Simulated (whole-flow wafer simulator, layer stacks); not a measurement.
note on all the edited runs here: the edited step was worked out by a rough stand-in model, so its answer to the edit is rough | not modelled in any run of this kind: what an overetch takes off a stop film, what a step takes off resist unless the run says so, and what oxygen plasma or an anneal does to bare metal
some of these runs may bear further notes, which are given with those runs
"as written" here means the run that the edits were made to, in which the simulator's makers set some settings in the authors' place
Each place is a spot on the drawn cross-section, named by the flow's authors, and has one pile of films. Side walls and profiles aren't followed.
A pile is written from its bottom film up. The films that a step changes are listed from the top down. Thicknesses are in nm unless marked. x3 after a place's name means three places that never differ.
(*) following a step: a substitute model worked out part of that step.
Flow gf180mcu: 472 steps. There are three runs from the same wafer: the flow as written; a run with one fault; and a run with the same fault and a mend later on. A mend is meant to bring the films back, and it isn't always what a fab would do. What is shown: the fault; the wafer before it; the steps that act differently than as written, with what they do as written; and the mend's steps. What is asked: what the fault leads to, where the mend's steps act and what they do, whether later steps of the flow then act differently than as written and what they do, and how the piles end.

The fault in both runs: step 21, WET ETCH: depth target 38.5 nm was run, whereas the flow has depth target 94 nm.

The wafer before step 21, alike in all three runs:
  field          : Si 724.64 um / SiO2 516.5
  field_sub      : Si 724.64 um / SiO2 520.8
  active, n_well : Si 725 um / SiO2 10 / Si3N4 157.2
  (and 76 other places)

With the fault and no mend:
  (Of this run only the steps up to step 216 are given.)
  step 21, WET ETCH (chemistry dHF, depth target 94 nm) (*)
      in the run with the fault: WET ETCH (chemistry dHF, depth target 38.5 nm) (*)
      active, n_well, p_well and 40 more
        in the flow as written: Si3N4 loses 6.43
        in the run with the fault: Si3N4 loses 2.68
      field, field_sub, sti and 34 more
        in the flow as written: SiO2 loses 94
        in the run with the fault: SiO2 loses 38.5
  Later steps of the flow acting differently than as written (not shown: 29 more steps that differ only slightly, by at most 2% or 0.5 nm, whichever is larger):
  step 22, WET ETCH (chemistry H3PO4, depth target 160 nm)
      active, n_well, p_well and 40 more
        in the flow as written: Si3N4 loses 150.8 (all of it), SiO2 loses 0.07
        in the run with the fault: Si3N4 loses 154.5 (all of it), SiO2 loses 0.04
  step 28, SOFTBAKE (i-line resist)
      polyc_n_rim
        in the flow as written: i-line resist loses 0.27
        in the run with the fault: i-line resist gains 0.26
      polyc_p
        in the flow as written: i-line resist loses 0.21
        in the run with the fault: i-line resist gains 0.51
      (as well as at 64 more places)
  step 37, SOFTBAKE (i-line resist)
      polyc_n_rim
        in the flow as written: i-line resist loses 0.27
        in the run with the fault: i-line resist gains 0.26
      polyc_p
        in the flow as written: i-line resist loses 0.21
        in the run with the fault: i-line resist gains 0.51
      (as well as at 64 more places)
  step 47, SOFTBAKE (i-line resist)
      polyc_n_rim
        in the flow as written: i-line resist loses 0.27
        in the run with the fault: i-line resist gains 0.26
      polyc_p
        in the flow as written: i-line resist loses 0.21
        in the run with the fault: i-line resist gains 0.51
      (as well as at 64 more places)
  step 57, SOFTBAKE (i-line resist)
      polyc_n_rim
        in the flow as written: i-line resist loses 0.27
        in the run with the fault: i-line resist gains 0.26
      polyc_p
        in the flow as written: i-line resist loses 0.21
        in the run with the fault: i-line resist gains 0.51
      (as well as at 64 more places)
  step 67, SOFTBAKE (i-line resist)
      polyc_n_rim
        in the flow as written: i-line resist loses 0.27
        in the run with the fault: i-line resist gains 0.26
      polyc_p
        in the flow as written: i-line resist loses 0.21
        in the run with the fault: i-line resist gains 0.51
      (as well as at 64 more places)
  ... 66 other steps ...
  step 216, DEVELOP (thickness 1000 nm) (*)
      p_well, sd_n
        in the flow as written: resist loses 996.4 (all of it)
        in the run with the fault: resist loses 1048.1 (all of it)
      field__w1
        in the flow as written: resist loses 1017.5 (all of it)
        in the run with the fault: resist loses 993.2 (all of it)
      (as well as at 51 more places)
  After step 216, at field, field__w1, field__w2 and 73 more, the piles differ from the flow's by more than 2% or 0.5 nm, whichever is larger.
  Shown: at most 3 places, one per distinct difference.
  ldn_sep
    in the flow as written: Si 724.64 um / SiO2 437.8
    in the run with the fault: Si 724.64 um / SiO2 493
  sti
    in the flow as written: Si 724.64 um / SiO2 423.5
    in the run with the fault: Si 724.64 um / SiO2 478.7
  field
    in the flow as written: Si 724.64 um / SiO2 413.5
    in the run with the fault: Si 724.64 um / SiO2 468.7

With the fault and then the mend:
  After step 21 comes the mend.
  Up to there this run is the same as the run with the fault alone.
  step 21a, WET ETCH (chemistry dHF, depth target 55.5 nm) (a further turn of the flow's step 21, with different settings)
      field, field_sub, sti and 34 more
        SiO2 loses 55.5
  Later steps of the flow acting differently than as written (not shown: 11 more steps that differ only slightly, by at most 2% or 0.5 nm, whichever is larger):
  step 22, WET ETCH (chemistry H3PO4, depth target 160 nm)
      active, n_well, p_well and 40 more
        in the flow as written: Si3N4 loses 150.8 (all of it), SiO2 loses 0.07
        in the run with the mend: Si3N4 loses 154.5 (all of it), SiO2 loses 0.04
  The piles end the same as the flow's at every place that both follow.
